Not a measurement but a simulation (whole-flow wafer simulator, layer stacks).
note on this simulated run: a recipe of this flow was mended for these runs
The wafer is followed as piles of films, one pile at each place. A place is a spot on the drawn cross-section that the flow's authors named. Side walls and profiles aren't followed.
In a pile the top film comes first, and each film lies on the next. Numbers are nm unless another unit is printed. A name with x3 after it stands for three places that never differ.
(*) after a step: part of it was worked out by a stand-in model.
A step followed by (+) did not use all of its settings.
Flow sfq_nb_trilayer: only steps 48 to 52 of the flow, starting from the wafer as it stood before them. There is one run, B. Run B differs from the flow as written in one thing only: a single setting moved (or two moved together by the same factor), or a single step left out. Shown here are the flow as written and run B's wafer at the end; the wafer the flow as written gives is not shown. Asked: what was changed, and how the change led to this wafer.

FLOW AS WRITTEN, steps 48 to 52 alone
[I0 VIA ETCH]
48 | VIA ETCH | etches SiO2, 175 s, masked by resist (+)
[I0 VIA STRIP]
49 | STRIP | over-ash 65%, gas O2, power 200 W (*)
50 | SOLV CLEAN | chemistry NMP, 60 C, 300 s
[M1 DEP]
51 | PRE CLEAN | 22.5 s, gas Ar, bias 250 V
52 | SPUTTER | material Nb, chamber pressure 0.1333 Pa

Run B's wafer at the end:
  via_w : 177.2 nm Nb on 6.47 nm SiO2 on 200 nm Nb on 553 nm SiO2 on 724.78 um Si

The reason: step 48, VIA ETCH: 125 s was run, while the flow as written has 175 s.

How this came from the change, step by step:
  48 | VIA ETCH | etches SiO2, 175 s, masked by resist (+)
      via_w: -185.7 SiO2 (it would be, as written: -199.7 SiO2 (all of it), -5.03 Nb)
      field_l x5, v_sur x96, moat x3, l0v: -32 KrF-resist-other-grade (it would be, as written: -44.8 KrF-resist-other-grade)
  49 | STRIP | over-ash 65%, gas O2, power 200 W (*)
      field_l x5, v_sur x96, moat x3, l0v: -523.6 KrF-resist-other-grade (all of it), -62 anti-reflective coat (all of it) (it would be, as written: -510.8 KrF-resist-other-grade (all of it), -62 anti-reflective coat (all of it))
  51 | PRE CLEAN | 22.5 s, gas Ar, bias 250 V
      via_w: -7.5 SiO2 (it would be, as written: -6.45 Nb)
  52 | SPUTTER | material Nb, chamber pressure 0.1333 Pa
      via_w: +177.2 Nb (new film) (it would be, as written: +172.8 Nb)
If metal films that touch count as one body, via_w has 2 bodies (between them, from the top down: SiO2 6.47); the flow as written gives 1 body.
